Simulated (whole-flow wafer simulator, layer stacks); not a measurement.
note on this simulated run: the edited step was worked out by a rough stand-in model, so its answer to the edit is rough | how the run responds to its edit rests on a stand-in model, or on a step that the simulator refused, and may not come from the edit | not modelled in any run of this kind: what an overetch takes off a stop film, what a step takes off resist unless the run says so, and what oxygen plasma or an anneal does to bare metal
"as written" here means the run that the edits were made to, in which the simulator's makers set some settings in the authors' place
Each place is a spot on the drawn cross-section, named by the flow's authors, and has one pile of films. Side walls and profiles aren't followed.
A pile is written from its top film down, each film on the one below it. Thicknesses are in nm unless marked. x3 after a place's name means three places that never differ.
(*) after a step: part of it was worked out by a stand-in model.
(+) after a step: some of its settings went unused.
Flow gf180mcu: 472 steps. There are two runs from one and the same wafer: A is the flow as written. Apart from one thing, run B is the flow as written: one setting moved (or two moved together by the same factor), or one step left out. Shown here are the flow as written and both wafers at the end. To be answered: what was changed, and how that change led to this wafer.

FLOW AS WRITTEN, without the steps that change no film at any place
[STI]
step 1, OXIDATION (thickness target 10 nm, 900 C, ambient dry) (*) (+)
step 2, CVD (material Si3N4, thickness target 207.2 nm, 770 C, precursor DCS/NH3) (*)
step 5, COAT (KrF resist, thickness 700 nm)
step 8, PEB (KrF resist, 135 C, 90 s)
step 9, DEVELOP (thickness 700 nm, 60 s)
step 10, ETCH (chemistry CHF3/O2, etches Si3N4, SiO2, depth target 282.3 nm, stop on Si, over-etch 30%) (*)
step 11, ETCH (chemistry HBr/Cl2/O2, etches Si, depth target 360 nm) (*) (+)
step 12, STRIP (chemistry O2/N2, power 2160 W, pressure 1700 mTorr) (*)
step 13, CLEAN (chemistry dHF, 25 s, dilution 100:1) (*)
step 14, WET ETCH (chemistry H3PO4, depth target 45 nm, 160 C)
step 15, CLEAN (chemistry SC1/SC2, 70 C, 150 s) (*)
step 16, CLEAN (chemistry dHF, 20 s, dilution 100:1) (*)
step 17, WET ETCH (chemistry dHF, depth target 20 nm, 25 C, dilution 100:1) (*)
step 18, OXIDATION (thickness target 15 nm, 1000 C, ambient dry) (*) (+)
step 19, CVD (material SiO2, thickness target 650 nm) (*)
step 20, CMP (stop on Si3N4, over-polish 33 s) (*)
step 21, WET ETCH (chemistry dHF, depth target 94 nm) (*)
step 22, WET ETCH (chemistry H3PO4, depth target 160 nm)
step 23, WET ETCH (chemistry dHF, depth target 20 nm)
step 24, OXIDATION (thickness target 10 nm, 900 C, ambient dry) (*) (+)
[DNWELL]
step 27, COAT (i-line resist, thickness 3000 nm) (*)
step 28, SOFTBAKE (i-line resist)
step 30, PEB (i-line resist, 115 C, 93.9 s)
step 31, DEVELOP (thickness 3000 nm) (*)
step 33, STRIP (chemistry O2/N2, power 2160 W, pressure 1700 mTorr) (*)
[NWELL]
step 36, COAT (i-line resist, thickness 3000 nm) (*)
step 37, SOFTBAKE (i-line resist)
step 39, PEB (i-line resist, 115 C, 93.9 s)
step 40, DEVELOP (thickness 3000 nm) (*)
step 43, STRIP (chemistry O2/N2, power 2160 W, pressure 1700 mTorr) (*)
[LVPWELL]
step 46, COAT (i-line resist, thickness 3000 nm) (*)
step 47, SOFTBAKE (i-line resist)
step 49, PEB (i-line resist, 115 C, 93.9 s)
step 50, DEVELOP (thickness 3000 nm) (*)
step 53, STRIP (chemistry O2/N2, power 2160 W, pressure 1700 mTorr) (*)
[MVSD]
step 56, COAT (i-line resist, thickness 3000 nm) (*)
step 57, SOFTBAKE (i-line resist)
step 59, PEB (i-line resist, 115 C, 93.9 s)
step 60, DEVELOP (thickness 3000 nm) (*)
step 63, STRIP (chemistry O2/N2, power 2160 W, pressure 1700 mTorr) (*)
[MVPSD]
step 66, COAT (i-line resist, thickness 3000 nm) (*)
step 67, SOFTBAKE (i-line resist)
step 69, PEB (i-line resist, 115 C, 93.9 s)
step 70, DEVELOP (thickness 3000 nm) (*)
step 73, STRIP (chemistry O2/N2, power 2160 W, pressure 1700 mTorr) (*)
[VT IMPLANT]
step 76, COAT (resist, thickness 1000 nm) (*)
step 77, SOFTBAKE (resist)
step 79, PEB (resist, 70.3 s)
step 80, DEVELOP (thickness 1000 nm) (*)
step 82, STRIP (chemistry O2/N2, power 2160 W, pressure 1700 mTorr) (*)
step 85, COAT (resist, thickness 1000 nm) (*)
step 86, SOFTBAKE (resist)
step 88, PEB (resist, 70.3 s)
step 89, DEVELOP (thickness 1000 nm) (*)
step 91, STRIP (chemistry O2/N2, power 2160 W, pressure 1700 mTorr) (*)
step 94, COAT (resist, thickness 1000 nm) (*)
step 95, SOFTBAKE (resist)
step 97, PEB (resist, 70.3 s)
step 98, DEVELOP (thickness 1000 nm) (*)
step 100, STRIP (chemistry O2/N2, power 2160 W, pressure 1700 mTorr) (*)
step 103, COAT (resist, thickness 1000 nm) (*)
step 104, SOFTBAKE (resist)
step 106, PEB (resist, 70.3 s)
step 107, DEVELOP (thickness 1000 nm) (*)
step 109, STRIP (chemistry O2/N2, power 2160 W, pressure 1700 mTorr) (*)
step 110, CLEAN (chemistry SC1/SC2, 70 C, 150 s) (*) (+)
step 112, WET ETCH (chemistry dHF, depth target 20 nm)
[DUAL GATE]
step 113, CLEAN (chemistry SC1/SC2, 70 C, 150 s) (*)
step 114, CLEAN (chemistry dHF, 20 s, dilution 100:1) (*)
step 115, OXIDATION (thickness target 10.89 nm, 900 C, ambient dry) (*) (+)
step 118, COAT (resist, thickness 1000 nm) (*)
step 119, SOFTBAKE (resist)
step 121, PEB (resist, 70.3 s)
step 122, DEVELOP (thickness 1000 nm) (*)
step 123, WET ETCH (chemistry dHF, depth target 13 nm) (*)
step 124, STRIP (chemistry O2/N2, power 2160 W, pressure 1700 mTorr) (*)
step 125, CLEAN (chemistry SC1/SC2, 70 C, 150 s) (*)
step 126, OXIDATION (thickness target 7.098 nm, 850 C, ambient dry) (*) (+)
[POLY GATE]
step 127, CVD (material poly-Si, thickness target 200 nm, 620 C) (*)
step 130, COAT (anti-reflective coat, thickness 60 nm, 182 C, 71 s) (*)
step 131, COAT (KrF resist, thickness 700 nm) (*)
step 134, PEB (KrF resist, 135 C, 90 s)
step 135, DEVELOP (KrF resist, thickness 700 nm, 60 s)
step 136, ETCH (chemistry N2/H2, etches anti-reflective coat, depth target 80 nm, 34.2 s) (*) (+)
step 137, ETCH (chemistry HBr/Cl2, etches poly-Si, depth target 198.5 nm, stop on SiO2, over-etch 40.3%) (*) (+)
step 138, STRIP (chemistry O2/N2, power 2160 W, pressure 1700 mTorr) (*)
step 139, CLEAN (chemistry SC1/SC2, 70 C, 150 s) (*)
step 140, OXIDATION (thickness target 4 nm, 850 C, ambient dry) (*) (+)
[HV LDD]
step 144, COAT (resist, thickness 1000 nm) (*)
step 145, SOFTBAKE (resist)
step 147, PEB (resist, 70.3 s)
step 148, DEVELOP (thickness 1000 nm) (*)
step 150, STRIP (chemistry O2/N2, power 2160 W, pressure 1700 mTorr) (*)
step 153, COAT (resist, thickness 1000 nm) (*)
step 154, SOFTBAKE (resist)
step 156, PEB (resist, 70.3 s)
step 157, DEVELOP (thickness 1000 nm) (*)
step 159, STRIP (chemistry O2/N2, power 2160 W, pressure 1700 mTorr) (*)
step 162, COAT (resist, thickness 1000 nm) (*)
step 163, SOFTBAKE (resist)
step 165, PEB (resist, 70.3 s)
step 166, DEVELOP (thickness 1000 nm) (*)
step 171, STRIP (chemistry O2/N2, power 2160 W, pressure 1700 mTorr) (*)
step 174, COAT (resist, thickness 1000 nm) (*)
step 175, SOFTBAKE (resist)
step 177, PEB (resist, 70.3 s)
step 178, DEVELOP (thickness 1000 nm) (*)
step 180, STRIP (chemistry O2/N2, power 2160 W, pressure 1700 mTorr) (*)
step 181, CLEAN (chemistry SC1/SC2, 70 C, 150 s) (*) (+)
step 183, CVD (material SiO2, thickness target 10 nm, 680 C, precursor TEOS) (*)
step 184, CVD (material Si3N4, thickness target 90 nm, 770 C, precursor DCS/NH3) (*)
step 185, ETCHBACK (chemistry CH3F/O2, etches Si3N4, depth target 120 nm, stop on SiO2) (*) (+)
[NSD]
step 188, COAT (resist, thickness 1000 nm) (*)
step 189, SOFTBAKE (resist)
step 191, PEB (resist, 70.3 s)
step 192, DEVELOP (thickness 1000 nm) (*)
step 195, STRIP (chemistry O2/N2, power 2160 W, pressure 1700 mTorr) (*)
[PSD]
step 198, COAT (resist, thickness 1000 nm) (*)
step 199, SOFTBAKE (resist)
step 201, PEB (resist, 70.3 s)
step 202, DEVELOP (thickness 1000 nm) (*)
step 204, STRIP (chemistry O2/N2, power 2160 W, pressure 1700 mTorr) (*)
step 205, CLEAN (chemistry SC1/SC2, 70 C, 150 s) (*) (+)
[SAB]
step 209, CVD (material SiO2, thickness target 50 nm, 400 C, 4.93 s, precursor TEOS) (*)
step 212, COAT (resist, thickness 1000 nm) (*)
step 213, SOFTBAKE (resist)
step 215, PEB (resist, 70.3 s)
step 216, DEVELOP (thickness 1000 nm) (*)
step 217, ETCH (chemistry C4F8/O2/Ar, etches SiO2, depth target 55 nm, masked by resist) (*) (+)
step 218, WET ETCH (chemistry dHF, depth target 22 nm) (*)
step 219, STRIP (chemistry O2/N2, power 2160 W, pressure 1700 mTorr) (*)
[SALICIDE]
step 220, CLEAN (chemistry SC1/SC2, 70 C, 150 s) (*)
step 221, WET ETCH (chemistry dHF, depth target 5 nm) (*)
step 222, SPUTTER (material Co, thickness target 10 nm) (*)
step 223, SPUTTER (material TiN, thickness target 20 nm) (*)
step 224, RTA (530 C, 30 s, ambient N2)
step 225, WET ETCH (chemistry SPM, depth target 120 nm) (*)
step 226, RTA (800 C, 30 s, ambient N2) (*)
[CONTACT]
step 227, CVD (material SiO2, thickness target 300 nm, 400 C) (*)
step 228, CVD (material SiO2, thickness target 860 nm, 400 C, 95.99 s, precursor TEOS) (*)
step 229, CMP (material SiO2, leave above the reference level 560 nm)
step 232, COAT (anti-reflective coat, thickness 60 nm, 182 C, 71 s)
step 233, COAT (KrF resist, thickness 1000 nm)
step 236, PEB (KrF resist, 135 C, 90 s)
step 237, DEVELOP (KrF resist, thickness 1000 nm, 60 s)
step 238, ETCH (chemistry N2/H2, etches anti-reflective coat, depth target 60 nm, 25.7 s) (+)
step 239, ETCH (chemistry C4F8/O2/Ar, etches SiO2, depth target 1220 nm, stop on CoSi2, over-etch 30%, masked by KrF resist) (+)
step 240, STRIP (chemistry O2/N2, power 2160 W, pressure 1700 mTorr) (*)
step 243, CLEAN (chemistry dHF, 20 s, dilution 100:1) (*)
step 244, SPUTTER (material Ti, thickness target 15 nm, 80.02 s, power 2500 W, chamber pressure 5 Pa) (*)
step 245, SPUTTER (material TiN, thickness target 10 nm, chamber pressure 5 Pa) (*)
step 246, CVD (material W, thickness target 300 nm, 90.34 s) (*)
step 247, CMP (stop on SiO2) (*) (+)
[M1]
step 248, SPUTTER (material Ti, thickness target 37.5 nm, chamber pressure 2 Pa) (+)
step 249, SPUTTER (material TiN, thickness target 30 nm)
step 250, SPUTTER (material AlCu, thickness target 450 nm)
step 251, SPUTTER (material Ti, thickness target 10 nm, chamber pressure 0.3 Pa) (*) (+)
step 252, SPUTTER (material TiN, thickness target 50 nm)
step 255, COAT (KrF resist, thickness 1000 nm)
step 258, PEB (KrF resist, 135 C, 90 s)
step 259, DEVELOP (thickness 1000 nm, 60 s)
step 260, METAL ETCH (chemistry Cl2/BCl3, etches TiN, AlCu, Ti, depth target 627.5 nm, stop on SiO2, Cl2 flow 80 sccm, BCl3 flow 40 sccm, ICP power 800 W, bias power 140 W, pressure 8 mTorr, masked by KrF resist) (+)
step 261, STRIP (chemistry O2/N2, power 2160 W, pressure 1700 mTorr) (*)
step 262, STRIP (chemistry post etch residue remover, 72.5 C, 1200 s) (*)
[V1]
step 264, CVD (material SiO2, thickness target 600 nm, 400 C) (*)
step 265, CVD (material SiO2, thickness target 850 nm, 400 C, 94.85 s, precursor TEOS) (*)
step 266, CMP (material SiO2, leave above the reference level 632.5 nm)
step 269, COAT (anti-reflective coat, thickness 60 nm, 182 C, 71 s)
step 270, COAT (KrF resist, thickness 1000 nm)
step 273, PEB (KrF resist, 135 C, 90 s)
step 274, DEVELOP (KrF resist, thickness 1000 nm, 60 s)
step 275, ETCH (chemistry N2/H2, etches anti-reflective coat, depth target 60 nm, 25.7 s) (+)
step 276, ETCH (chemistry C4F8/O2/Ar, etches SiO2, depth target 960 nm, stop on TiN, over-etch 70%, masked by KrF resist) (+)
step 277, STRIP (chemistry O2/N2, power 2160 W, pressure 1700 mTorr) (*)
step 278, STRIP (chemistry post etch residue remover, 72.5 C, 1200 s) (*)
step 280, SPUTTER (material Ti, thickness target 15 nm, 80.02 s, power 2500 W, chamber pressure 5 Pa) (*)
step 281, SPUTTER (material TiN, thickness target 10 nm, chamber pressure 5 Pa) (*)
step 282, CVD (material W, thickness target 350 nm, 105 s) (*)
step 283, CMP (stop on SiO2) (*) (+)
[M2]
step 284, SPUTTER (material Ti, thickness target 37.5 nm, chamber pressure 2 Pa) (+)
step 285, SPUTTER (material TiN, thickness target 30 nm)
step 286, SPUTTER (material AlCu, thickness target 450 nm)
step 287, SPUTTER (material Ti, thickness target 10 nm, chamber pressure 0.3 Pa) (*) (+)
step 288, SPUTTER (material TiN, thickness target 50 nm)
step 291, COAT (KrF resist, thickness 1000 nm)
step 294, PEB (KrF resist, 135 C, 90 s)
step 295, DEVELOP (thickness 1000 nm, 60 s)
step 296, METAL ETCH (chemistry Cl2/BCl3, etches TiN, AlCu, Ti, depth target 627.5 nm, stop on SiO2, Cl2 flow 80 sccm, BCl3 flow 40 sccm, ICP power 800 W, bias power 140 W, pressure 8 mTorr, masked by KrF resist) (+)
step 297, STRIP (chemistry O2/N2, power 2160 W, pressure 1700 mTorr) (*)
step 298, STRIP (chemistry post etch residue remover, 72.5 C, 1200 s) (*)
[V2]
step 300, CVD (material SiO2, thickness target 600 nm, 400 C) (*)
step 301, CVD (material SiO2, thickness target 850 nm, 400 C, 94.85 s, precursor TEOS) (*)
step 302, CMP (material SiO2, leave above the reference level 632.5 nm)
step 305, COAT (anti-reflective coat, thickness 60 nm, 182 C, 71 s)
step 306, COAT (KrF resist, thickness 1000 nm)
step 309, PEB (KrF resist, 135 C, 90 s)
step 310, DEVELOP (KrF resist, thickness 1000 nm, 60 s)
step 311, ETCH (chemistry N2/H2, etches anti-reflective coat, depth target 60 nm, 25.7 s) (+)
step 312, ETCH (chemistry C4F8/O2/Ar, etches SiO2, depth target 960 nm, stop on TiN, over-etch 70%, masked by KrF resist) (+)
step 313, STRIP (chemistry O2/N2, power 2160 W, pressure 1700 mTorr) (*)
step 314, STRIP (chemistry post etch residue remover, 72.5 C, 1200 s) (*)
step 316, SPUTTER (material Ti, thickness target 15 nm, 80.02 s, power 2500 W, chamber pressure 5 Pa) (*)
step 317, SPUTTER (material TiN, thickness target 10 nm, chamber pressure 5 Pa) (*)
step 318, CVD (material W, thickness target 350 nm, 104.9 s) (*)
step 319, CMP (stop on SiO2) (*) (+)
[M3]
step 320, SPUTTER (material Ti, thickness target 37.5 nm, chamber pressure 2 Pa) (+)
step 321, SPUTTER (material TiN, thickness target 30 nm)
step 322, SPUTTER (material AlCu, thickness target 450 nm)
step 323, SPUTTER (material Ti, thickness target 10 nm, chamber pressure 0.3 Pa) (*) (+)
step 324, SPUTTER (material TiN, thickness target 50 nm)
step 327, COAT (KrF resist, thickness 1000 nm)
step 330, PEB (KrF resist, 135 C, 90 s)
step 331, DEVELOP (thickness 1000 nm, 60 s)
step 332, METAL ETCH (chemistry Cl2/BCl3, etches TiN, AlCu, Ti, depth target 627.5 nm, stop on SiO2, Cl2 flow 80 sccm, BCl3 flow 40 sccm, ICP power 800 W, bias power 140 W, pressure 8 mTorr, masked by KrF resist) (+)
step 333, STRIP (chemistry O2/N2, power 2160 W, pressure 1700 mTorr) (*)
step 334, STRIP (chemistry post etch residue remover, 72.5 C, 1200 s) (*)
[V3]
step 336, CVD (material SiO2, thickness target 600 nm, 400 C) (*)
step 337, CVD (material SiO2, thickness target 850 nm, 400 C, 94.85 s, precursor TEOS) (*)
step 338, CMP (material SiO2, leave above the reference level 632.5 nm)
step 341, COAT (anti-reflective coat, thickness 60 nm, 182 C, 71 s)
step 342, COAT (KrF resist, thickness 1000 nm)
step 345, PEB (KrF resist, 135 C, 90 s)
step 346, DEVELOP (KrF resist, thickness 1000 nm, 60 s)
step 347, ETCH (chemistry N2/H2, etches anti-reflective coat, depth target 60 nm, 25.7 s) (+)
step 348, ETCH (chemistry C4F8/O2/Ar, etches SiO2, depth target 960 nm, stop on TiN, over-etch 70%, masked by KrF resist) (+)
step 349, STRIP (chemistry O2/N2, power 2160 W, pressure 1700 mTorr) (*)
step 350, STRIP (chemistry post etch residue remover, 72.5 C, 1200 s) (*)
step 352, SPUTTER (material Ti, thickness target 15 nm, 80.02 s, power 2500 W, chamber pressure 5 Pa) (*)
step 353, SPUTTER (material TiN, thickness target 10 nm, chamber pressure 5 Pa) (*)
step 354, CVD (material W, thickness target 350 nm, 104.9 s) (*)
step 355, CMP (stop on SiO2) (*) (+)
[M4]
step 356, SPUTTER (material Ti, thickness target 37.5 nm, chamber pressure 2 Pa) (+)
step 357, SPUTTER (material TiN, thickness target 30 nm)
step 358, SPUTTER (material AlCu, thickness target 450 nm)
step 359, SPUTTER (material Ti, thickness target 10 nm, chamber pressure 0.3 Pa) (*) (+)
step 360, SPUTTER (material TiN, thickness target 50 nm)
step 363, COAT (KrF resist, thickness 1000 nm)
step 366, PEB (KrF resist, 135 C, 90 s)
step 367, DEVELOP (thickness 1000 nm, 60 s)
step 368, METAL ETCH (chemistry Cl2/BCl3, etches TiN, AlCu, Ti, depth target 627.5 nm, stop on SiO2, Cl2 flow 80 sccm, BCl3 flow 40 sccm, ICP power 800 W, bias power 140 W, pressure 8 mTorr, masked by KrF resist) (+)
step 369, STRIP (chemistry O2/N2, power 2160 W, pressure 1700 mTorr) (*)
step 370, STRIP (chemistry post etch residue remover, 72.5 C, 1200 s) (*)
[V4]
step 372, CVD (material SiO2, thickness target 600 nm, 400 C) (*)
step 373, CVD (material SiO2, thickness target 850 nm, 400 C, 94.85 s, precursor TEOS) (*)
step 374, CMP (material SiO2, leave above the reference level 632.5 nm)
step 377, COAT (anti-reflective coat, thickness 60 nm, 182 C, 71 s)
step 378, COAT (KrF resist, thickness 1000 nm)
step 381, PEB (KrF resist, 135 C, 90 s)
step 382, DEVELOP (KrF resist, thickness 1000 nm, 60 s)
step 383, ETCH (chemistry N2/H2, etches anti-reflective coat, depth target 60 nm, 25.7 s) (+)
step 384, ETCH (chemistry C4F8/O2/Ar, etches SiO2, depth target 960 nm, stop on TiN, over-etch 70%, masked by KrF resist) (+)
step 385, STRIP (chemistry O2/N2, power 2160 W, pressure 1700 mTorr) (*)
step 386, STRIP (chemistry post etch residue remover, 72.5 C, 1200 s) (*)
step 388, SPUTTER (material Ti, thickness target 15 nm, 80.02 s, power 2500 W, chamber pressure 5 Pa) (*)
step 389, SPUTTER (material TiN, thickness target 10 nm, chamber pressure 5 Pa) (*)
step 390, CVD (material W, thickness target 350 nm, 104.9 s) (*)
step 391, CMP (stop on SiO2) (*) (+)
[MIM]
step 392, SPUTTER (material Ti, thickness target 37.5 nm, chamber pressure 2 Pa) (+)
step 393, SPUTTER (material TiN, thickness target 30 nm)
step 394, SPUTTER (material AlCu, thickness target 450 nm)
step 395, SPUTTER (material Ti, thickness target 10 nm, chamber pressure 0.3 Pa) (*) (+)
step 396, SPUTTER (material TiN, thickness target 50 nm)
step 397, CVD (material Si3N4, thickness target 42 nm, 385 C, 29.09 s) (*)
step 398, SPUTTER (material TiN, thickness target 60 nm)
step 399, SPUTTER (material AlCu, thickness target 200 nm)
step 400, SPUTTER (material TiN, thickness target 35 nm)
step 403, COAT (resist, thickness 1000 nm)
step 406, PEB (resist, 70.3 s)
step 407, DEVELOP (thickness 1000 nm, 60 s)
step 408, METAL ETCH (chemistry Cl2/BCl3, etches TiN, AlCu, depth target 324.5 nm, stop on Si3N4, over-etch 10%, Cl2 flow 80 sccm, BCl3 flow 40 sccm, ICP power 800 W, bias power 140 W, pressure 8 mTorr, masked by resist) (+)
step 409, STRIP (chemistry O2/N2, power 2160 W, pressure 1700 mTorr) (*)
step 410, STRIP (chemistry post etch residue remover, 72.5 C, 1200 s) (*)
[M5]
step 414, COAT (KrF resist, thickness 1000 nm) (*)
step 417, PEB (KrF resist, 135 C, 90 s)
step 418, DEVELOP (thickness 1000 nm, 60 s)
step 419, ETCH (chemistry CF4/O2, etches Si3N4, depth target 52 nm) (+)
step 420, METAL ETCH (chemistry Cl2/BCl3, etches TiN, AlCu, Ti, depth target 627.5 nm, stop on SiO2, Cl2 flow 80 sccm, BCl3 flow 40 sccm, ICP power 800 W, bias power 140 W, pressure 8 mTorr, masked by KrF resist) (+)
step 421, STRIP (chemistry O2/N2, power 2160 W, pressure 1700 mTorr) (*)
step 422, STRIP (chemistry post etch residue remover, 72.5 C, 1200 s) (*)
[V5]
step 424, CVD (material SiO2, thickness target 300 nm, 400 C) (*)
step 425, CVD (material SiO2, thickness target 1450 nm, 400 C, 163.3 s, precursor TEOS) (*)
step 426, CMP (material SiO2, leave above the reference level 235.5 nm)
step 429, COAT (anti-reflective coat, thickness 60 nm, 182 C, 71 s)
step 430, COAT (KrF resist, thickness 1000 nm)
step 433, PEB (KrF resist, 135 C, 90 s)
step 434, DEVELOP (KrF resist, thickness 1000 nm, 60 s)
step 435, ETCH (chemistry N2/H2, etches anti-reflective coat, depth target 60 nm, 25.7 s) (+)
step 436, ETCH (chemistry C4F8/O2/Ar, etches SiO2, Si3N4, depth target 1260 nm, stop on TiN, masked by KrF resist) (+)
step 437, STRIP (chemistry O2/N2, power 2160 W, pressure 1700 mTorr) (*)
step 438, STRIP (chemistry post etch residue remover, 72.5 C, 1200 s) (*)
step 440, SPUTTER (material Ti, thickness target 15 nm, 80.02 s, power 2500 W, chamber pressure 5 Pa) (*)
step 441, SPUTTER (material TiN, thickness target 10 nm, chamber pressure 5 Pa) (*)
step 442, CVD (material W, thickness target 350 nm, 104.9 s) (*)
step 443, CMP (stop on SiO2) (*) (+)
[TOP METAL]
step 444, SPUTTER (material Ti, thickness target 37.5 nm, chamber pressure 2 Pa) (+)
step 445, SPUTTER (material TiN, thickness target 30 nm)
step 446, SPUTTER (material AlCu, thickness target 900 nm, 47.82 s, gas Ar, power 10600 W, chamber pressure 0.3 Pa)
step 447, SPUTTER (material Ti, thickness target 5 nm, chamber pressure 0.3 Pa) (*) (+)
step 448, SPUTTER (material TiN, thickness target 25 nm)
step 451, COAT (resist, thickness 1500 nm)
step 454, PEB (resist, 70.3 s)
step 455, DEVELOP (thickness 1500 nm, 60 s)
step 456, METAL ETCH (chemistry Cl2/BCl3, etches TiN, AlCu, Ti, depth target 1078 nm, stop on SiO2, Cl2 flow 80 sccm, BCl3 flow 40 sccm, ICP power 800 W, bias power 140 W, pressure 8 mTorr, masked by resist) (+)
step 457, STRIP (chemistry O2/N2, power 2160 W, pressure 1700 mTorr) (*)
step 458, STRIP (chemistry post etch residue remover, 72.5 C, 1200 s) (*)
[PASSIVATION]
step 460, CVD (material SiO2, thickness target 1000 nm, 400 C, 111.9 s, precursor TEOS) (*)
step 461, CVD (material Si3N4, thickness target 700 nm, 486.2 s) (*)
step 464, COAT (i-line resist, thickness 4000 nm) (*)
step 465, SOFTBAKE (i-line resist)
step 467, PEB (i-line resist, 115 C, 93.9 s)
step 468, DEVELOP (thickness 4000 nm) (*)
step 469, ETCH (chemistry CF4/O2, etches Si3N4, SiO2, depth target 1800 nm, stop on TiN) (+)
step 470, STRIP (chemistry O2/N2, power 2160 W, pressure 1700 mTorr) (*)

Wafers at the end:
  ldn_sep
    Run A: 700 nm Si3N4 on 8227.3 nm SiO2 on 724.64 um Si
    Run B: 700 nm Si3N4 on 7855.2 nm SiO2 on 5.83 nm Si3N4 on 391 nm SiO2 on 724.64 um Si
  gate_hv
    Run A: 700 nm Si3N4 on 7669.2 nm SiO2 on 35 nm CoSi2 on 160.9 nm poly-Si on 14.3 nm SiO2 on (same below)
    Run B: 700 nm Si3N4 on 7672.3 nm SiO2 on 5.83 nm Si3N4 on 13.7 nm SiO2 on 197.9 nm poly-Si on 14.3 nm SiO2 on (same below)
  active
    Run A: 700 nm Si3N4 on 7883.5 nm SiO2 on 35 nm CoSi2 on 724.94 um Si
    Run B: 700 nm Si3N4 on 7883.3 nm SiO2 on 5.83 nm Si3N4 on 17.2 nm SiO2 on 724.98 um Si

The reason: step 184, CVD: thickness target 130 nm was run, while the flow as written has thickness target 90 nm.

The path from the change to this, step by step:
  step 184, CVD (material Si3N4, thickness target 90 nm, 770 C, precursor DCS/NH3) (*)
      field, field__w1, field__w2 and 101 more: A +90 Si3N4 (new film) | B +130 Si3N4 (new film)
  step 185, ETCHBACK (chemistry CH3F/O2, etches Si3N4, depth target 120 nm, stop on SiO2) (*) (+)
      field, field__w1, field__w2 and 100 more: A -90 Si3N4 (all of it), -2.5 SiO2 | B -120 Si3N4
  step 188, COAT (resist, thickness 1000 nm) (*)
      spacer: A +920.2 resist (new film) | B +893.1 resist (new film)
  step 189, SOFTBAKE (resist)
      field__w9: A +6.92 resist | B -3.07 resist
      field__w11: A +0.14 resist | B -0.37 resist
      (and at 21 other places as well)
  step 192, DEVELOP (thickness 1000 nm) (*)
      spacer: A -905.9 resist (all of it) | B -879.3 resist (all of it)
  step 198, COAT (resist, thickness 1000 nm) (*)
      spacer: A +920.2 resist (new film) | B +893.1 resist (new film)
  step 199, SOFTBAKE (resist)
      field__w9: A +6.92 resist | B -3.07 resist
      field__w11: A +0.14 resist | B -0.37 resist
      (and at 21 other places as well)
  step 204, STRIP (chemistry O2/N2, power 2160 W, pressure 1700 mTorr) (*)
      spacer: A -905.9 resist (all of it) | B -879.3 resist (all of it)
  step 205, CLEAN (chemistry SC1/SC2, 70 C, 150 s) (*) (+)
      field, field__w1, field__w2 and 105 more: A -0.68 SiO2 | B -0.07 Si3N4
  step 209, CVD (material SiO2, thickness target 50 nm, 400 C, 4.93 s, precursor TEOS) (*)
      field, field__w7, field__w8 and 73 more: A +50 SiO2 | B +50 SiO2 (new film)
      field_sub__w1, field_sub__w3, field_sub__w4, field_sub__w5, ld_drift_n: A +48.9 SiO2 | B +48.8 SiO2 (new film)
      (and at 27 other places as well)
  step 212, COAT (resist, thickness 1000 nm) (*)
      spacer: A +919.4 resist (new film) | B +892.5 resist (new film)
  step 213, SOFTBAKE (resist)
      npoly_sal: A -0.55 resist | B +0.35 resist
      field__w5: A +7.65 resist | B +8.53 resist
      (and at 10 other places as well)
  step 216, DEVELOP (thickness 1000 nm) (*)
      spacer: A -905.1 resist (all of it) | B -878.7 resist (all of it)
  step 217, ETCH (chemistry C4F8/O2/Ar, etches SiO2, depth target 55 nm, masked by resist) (*) (+)
      field, field__w7, field__w8 and 70 more: A -55 SiO2 | B -50 SiO2 (all of it), -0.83 Si3N4
      field_sub__w1, field_sub__w3, field_sub__w4, field_sub__w5, ld_drift_n: A -55 SiO2 | B -48.8 SiO2 (all of it), -1.04 Si3N4
      (and at 21 other places as well)
  step 218, WET ETCH (chemistry dHF, depth target 22 nm) (*)
      gate, gate_hv, gate_p and 23 more: A -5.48 SiO2 (all of it) | B -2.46 Si3N4
      field, field__w10, sti and 14 more: A -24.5 SiO2 | B -2.46 Si3N4
      (and at 56 other places as well)
  step 219, STRIP (chemistry O2/N2, power 2160 W, pressure 1700 mTorr) (*)
      gate, gate_hv, gate_p and 23 more: A +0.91 chemical SiO2 (new film), -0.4 poly-Si | B nothing
      active, p_well, sd_n and 20 more: A +0.91 chemical SiO2 (new film), -0.4 Si | B nothing
  ... 14 further steps ...
  step 471, ANNEAL (400 C, 1800 s, ambient N2/H2)
      polyc_n, polyc_p: A nothing | B under 9 films: +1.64 void (new film), -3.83 Ti, +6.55 TiSi first (new film), -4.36 poly-Si
      contact: A nothing | B under 49 films: +1.62 void (new film), -3.83 Ti, +6.55 TiSi first (new film), -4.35 Si
If metal films that touch count as one body, gate_hv has 0 bodies; the flow as written gives 1 body.
If metal films that touch count as one body, active has 0 bodies; the flow as written gives 1 body.
